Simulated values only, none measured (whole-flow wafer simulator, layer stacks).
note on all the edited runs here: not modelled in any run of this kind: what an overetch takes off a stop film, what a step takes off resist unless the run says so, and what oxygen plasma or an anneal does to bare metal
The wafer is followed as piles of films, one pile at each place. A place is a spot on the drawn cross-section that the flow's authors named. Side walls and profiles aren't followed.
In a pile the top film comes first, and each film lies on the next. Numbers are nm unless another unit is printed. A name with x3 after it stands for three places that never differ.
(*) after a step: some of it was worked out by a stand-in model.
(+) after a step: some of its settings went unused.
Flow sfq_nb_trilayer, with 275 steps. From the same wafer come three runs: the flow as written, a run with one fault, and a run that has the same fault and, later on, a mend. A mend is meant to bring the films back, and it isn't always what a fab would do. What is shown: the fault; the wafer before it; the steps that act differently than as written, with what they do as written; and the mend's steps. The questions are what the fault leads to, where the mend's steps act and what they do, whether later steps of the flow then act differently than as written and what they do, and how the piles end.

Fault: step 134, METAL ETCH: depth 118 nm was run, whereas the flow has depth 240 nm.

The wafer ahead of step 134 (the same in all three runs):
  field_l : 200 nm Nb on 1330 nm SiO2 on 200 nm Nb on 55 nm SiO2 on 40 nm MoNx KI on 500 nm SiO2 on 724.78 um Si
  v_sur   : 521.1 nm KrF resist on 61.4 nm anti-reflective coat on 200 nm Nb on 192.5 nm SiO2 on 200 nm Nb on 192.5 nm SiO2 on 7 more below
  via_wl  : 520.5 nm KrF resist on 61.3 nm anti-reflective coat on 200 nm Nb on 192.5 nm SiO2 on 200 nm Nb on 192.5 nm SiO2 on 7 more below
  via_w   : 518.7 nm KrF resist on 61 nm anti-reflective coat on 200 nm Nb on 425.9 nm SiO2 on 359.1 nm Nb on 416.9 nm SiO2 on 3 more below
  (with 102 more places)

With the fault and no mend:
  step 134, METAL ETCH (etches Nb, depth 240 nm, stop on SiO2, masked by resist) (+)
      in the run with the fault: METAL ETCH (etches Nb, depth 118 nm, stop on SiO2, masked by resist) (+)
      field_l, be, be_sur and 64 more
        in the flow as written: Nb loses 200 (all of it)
        in the run with the fault: Nb loses 118
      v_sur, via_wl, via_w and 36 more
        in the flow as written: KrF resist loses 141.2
        in the run with the fault: KrF resist loses 69.4
  Steps later in the flow that act otherwise than as written:
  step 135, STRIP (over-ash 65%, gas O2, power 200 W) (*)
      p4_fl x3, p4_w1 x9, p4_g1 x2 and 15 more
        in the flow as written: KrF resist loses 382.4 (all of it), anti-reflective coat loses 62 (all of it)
        in the run with the fault: KrF resist loses 454.1 (all of it), anti-reflective coat loses 62 (all of it)
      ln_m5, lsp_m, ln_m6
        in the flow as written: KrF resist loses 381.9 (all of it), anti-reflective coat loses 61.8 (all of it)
        in the run with the fault: KrF resist loses 453.7 (all of it), anti-reflective coat loses 61.8 (all of it)
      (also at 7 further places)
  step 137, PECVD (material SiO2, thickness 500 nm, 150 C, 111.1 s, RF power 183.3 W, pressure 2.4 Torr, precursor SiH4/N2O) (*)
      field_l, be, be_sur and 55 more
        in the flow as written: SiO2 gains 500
        in the run with the fault: SiO2 gains 500 (new film)
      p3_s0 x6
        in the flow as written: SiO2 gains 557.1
        in the run with the fault: SiO2 gains 500 (new film)
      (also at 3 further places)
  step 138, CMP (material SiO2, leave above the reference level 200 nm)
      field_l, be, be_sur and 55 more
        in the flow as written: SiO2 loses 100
        in the run with the fault: SiO2 loses 182
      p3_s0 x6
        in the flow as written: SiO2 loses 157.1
        in the run with the fault: SiO2 loses 182
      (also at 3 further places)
  The piles end different from the flow's at field_l, be, be_sur and 64 more by more than 2% or 0.5 nm, whichever is larger.
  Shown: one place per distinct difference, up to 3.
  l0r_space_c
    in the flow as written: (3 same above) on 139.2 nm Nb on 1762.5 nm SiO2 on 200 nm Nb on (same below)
    in the run with the fault: (3 same above) on 139.2 nm Nb on 310.5 nm SiO2 on 82 nm Nb on 1370 nm SiO2 on 200 nm Nb on (same below)
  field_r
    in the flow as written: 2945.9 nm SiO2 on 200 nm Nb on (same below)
    in the run with the fault: 1493.9 nm SiO2 on 82 nm Nb on 1370 nm SiO2 on 200 nm Nb on (same below)
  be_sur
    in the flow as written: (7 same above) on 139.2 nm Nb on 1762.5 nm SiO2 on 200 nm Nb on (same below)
    in the run with the fault: (7 same above) on 139.2 nm Nb on 310.5 nm SiO2 on 82 nm Nb on 1370 nm SiO2 on 200 nm Nb on (same below)

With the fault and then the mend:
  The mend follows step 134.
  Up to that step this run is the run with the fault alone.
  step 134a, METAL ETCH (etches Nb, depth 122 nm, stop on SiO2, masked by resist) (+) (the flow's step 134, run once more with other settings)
      field_l, be, be_sur and 64 more
        Nb loses 82 (all of it)
      v_sur, via_wl, via_w and 36 more
        KrF resist loses 71.8
  Every later step of the flow that is run acts as written at every place that is followed.
  By the end, the piles equal the flow's at every place that both follow.
